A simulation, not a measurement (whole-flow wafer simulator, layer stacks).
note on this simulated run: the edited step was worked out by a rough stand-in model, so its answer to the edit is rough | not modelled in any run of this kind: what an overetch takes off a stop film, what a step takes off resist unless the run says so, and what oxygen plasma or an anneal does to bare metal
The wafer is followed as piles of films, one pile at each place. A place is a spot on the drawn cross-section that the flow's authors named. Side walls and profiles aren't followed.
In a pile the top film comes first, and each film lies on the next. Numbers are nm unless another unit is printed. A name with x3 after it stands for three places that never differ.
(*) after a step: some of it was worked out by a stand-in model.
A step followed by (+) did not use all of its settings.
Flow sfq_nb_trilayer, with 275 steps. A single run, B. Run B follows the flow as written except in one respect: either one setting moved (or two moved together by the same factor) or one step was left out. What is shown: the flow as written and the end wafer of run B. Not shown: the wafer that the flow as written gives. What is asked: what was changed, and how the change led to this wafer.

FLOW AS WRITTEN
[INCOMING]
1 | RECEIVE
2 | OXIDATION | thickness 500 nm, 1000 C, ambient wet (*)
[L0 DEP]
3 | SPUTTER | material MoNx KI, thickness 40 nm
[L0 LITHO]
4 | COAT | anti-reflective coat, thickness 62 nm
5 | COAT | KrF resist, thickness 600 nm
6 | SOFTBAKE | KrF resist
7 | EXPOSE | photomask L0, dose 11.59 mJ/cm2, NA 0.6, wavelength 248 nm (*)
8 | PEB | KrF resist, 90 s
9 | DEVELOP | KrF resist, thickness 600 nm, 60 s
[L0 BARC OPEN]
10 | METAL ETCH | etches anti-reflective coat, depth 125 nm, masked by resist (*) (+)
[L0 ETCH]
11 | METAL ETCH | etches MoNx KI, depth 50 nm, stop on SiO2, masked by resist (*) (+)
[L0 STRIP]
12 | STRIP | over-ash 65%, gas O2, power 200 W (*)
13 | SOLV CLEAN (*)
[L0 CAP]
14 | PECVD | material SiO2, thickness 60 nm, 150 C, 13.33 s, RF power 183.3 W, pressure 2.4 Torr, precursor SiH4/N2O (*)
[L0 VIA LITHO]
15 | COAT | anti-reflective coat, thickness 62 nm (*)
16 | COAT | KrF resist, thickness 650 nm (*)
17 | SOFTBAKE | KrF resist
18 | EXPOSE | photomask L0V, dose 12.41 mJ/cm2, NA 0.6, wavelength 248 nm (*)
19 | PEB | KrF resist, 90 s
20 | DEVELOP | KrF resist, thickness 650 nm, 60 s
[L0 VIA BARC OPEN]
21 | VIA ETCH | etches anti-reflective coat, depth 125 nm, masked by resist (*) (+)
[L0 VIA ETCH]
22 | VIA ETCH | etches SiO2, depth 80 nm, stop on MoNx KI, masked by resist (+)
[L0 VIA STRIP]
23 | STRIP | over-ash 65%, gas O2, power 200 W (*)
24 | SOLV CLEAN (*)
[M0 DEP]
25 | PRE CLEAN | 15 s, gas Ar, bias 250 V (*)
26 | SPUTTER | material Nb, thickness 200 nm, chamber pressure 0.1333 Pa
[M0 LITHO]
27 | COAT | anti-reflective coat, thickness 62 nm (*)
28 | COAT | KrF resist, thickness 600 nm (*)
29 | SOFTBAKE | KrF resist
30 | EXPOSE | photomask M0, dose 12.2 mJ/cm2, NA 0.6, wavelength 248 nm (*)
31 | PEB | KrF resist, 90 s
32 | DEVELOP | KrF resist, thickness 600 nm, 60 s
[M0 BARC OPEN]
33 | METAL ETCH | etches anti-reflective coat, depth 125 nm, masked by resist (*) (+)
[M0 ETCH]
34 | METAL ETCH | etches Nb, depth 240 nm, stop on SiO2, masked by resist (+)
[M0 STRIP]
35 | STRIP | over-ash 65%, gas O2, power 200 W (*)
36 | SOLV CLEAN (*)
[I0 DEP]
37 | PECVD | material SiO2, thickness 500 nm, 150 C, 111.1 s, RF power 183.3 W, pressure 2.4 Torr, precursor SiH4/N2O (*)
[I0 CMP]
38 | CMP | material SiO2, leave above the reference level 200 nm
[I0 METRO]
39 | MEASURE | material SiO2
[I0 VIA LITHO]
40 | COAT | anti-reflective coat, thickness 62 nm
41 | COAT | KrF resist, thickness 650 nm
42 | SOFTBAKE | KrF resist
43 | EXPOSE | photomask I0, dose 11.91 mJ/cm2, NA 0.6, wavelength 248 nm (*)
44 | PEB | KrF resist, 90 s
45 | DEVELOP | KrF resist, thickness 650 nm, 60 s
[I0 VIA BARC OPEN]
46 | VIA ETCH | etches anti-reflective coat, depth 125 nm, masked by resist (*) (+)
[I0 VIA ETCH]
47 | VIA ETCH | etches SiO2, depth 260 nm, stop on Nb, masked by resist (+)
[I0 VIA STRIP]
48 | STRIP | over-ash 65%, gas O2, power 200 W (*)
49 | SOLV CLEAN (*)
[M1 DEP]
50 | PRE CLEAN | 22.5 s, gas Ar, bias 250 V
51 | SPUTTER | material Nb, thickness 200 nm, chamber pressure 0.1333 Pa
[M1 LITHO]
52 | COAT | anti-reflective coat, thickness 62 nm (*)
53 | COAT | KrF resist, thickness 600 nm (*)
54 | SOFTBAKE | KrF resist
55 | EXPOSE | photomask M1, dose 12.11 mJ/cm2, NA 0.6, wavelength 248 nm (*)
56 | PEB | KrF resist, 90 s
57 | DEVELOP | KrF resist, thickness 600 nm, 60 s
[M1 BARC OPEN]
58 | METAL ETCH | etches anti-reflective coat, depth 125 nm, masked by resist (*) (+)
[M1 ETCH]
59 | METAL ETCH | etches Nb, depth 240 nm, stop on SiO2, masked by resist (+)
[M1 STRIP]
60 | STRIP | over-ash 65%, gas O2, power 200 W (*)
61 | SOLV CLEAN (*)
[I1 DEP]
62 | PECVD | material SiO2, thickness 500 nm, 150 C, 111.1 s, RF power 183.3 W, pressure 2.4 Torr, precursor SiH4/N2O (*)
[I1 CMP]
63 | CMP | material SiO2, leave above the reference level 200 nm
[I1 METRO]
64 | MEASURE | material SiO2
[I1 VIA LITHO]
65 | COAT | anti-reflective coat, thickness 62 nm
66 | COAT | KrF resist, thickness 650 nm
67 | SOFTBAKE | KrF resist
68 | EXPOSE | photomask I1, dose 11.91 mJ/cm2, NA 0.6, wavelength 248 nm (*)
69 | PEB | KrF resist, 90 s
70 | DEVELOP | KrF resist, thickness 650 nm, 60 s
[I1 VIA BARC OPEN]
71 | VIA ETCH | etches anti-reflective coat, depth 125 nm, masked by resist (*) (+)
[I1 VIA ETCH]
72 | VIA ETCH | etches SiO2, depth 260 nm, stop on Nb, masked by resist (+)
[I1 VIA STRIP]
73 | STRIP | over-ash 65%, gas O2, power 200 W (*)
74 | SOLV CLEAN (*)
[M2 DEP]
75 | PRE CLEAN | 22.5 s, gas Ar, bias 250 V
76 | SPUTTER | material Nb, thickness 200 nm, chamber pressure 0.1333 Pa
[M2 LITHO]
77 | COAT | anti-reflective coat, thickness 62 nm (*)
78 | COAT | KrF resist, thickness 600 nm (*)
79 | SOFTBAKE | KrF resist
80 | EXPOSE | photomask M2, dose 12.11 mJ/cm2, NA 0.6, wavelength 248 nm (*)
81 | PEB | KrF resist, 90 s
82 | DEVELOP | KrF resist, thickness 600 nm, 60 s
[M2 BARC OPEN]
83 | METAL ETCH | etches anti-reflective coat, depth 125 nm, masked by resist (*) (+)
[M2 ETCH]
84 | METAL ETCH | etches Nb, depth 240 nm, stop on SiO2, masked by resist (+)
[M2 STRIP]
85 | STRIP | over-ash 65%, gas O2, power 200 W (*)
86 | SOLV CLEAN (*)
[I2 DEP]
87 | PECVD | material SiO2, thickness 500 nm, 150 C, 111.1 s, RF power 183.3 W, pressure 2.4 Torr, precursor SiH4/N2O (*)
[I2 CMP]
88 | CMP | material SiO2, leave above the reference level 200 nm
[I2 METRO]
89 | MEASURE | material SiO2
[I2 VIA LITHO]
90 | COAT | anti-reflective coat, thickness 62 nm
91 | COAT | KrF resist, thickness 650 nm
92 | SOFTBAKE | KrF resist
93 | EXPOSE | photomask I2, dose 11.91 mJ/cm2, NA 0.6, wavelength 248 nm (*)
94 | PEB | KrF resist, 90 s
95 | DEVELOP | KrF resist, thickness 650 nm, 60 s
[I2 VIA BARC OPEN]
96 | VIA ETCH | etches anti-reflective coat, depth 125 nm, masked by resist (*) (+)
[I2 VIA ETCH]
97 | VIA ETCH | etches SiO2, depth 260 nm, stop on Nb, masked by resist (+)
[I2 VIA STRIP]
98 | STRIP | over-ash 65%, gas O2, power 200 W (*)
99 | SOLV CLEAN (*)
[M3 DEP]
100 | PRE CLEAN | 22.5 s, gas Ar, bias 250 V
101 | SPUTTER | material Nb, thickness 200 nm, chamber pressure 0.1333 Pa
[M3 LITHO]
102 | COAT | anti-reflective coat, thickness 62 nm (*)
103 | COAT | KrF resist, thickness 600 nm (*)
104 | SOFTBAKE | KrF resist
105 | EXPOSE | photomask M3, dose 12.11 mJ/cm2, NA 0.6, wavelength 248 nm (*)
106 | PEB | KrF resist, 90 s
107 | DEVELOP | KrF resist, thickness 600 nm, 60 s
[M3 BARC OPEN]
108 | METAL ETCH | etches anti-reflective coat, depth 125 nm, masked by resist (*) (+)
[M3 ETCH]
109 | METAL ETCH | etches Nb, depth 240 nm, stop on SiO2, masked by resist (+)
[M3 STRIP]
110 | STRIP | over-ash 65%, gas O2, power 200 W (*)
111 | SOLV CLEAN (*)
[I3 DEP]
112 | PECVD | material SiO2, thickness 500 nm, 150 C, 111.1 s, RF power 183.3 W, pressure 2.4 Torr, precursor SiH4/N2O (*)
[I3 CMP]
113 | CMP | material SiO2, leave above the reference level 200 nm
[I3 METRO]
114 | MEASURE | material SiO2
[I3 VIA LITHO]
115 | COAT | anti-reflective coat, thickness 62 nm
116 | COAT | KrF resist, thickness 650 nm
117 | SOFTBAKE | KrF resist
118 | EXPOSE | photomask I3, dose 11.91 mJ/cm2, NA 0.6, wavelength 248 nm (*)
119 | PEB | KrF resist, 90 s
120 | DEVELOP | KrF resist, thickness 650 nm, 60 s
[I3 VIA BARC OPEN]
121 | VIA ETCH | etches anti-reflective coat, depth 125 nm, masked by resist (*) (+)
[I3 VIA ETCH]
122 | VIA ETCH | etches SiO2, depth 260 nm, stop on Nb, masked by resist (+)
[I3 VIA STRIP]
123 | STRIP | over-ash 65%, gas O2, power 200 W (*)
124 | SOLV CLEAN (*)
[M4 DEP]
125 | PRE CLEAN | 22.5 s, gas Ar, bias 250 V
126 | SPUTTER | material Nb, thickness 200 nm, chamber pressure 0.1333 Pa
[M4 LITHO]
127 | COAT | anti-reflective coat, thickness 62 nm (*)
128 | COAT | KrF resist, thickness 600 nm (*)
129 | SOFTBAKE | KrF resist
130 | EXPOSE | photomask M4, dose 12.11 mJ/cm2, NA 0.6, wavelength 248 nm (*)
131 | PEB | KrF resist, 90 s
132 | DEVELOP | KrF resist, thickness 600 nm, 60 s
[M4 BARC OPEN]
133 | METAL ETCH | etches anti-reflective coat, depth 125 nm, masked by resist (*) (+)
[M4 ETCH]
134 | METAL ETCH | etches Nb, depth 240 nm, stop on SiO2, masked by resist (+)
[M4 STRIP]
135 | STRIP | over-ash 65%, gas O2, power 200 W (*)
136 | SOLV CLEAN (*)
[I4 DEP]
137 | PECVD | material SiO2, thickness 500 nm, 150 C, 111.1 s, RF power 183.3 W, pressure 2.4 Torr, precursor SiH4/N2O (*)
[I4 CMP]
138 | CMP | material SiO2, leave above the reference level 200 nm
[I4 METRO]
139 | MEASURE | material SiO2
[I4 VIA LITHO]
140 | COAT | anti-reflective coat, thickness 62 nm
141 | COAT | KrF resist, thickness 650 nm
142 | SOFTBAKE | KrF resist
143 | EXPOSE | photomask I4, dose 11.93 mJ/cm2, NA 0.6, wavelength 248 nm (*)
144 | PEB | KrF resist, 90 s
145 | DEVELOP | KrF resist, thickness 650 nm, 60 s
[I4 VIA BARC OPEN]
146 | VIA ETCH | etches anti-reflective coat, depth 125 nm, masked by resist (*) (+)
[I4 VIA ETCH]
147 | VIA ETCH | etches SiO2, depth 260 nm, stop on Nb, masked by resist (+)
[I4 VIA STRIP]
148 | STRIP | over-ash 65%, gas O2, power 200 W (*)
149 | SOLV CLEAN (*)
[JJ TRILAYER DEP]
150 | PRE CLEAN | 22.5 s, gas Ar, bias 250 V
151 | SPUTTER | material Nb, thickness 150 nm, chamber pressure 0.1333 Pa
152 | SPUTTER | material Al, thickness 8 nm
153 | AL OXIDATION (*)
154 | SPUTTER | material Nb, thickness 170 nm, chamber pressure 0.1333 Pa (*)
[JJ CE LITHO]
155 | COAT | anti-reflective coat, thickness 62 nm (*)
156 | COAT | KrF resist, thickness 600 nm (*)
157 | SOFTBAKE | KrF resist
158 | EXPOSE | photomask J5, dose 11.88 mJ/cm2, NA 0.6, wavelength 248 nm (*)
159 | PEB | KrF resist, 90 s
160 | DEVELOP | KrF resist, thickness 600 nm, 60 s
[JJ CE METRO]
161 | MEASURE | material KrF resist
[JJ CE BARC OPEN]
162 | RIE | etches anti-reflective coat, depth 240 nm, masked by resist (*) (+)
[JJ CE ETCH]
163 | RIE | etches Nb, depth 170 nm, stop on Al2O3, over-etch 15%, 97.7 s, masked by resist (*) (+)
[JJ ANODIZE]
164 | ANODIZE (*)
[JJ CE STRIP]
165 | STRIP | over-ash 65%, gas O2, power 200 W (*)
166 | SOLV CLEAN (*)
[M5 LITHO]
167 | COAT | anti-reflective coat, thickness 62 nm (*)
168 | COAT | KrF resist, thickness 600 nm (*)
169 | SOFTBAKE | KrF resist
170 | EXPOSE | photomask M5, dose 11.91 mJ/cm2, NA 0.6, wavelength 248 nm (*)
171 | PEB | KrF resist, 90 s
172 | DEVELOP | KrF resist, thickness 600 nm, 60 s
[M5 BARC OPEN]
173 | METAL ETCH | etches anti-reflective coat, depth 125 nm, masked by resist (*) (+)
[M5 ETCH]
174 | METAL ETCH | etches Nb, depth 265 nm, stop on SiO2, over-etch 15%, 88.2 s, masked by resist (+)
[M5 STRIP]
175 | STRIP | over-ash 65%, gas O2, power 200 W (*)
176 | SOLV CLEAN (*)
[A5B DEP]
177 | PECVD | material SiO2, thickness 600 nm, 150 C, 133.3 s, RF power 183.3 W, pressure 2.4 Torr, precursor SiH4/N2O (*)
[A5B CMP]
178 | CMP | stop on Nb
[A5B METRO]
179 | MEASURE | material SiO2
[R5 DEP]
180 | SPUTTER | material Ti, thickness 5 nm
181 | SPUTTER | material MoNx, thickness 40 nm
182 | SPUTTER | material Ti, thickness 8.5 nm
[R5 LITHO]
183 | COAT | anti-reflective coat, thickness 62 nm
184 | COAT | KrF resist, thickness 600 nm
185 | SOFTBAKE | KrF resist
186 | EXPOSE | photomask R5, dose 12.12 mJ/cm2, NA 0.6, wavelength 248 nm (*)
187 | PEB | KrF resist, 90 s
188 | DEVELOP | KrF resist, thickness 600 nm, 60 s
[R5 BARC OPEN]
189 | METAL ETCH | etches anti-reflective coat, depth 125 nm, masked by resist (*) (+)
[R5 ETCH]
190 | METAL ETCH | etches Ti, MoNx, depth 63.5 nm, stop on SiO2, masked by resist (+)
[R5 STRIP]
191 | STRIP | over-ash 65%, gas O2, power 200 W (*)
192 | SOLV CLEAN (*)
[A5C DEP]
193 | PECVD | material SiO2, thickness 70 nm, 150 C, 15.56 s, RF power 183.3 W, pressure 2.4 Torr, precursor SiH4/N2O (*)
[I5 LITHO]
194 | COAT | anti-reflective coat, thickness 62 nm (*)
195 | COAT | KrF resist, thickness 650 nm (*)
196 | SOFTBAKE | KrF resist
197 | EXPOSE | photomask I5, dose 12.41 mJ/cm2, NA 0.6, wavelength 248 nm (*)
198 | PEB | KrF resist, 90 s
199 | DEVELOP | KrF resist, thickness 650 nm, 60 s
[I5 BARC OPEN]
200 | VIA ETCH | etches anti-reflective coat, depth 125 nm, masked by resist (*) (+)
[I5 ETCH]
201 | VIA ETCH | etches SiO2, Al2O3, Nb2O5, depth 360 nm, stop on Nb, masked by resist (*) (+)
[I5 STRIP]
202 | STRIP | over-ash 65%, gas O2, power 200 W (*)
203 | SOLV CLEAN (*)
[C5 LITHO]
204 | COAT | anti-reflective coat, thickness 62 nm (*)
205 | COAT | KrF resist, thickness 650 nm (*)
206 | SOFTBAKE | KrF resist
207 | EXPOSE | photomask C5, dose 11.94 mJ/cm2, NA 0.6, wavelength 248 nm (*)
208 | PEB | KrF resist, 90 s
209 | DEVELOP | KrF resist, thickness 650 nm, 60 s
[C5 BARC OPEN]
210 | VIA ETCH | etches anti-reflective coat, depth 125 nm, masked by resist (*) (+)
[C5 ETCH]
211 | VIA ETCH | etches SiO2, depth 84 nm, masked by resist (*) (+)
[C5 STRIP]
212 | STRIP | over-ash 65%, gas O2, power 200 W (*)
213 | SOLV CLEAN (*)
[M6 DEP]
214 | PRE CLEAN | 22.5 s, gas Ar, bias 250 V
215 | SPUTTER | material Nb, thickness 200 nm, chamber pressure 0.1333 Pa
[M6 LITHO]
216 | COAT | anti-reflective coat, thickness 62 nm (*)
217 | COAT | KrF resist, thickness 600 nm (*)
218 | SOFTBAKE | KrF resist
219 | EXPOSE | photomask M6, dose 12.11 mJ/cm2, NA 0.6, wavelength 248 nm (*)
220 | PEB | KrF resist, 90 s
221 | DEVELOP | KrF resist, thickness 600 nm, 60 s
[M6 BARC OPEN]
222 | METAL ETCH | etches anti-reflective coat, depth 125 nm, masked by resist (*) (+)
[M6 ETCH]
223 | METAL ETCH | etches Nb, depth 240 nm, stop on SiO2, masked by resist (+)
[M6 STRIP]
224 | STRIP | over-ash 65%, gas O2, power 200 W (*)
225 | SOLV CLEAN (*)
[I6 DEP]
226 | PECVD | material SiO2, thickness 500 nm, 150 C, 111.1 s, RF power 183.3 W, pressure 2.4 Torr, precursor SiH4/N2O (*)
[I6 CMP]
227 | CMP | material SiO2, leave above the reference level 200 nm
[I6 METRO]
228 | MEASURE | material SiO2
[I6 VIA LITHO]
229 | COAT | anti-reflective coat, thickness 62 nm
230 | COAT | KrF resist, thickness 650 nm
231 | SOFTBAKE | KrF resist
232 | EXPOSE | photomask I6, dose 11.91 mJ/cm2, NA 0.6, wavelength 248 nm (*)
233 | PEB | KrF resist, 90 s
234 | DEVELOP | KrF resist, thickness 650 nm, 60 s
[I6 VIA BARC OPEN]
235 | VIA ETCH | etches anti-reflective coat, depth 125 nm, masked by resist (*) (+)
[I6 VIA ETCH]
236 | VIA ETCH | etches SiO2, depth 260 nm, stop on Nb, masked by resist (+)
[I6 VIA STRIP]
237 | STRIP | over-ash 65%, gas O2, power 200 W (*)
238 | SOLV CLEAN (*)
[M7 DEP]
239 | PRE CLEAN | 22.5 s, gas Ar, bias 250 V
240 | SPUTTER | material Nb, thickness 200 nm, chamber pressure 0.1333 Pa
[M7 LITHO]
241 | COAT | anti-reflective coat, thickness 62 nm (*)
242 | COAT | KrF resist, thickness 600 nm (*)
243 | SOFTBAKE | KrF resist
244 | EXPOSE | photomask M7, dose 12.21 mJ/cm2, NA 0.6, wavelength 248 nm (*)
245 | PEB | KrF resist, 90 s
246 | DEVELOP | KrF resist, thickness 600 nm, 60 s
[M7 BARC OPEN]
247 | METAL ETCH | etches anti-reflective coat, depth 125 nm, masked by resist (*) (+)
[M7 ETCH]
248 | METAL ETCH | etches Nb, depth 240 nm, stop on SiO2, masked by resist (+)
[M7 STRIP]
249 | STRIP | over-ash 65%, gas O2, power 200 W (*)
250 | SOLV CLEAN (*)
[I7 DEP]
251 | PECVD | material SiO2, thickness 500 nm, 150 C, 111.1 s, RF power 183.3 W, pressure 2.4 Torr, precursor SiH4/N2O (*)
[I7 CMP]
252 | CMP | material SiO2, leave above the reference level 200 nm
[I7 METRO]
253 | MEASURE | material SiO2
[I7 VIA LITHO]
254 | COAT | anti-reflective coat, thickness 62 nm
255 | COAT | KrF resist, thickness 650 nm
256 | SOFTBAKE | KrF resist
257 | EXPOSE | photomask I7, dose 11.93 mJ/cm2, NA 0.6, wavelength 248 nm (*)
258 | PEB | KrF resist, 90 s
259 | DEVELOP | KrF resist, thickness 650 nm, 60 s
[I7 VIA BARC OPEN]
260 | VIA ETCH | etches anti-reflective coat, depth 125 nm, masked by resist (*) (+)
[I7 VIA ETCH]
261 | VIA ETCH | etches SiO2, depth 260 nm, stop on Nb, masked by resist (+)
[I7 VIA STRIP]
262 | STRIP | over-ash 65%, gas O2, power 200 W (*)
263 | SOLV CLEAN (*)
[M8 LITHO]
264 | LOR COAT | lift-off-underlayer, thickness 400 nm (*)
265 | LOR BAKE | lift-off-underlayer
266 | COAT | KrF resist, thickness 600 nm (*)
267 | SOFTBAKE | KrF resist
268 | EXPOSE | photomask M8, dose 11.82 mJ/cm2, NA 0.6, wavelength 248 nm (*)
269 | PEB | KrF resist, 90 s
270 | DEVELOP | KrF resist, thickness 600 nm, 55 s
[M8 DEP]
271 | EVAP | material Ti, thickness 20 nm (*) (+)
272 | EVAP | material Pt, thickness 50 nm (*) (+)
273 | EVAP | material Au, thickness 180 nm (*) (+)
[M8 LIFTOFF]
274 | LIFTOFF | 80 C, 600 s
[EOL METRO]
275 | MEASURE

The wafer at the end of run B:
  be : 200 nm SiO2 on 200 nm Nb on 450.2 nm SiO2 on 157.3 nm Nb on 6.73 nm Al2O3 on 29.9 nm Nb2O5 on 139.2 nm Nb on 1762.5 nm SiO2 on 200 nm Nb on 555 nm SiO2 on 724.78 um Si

Cause: step 201, VIA ETCH: depth 220 nm was run, while the flow as written has depth 360 nm.

The path from the change to this, step by step:
  201 | VIA ETCH | etches SiO2, Al2O3, Nb2O5, depth 360 nm, stop on Nb, masked by resist (*) (+)
      be: -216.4 SiO2 (all of it), -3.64 Al2O3 (in the flow as written it would be: -216.4 SiO2 (all of it), -12.7 Al2O3 (all of it), -29.9 Nb2O5 (all of it))
      field_l, v_sur, via_wl and 102 more: -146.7 KrF resist (in the flow as written it would be: -240 KrF resist)
  202 | STRIP | over-ash 65%, gas O2, power 200 W (*)
      p4_fl, p4_fm, p4_w1 and 44 more: -426.5 KrF resist (all of it), -62 anti-reflective coat (all of it) (in the flow as written it would be: -333.1 KrF resist (all of it), -62 anti-reflective coat (all of it))
      wl_b_sl, wl_b_m5, wl_b_sr, wl_c_sl, wl_f_sl, wl_f_m6, wl_f_sr, wl_g_sl: -426.3 KrF resist (all of it), -62 anti-reflective coat (all of it) (in the flow as written it would be: -333 KrF resist (all of it), -62 anti-reflective coat (all of it))
      (as well as at 50 more places)
  204 | COAT | anti-reflective coat, thickness 62 nm (*)
      wire: +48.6 anti-reflective coat (new film) (in the flow as written it would be: +47.4 anti-reflective coat (new film))
      be: +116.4 anti-reflective coat (new film) (in the flow as written it would be: +122.2 anti-reflective coat (new film))
      (as well as at 1 more place)
  205 | COAT | KrF resist, thickness 650 nm (*)
      be: +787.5 KrF resist (new film) (in the flow as written it would be: +815.3 KrF resist (new film))
  212 | STRIP | over-ash 65%, gas O2, power 200 W (*)
      wire: -557.9 KrF resist (all of it), -48.6 anti-reflective coat (all of it) (in the flow as written it would be: -555.8 KrF resist (all of it), -47.4 anti-reflective coat (all of it))
      be: -700.3 KrF resist (all of it), -116.4 anti-reflective coat (all of it) (in the flow as written it would be: -728.2 KrF resist (all of it), -122.2 anti-reflective coat (all of it))
      (as well as at 1 more place)
  214 | PRE CLEAN | 22.5 s, gas Ar, bias 250 V
      be: -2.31 Al2O3 (in the flow as written it would be: -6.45 Nb)
  215 | SPUTTER | material Nb, thickness 200 nm, chamber pressure 0.1333 Pa
      be: +157.3 Nb (new film) (in the flow as written it would be: +147.3 Nb)
  216 | COAT | anti-reflective coat, thickness 62 nm (*)
      wire: +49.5 anti-reflective coat (new film) (in the flow as written it would be: +48.3 anti-reflective coat (new film))
      be: +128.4 anti-reflective coat (new film) (in the flow as written it would be: +136.7 anti-reflective coat (new film))
      (as well as at 1 more place)
  217 | COAT | KrF resist, thickness 600 nm (*)
      be: +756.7 KrF resist (new film) (in the flow as written it would be: +793.9 KrF resist (new film))
  224 | STRIP | over-ash 65%, gas O2, power 200 W (*)
      wire: -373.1 KrF resist (all of it), -49.5 anti-reflective coat (all of it) (in the flow as written it would be: -369.8 KrF resist (all of it), -48.3 anti-reflective coat (all of it))
      be: -538.6 KrF resist (all of it), -128.4 anti-reflective coat (all of it) (in the flow as written it would be: -575.8 KrF resist (all of it), -136.7 anti-reflective coat (all of it))
      (as well as at 1 more place)
  226 | PECVD | material SiO2, thickness 500 nm, 150 C, 111.1 s, RF power 183.3 W, pressure 2.4 Torr, precursor SiH4/N2O (*)
      be: +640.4 SiO2 (new film) (in the flow as written it would be: +693.5 SiO2 (new film))
If metal films that touch count as one body, be has 4 bodies (between them, from the top down: SiO2 450.2; Al2O3 6.73 / Nb2O5 29.9; SiO2 1762.5); the flow as written gives 3 bodies (between them, from the top down: SiO2 503.2; SiO2 1762.5).
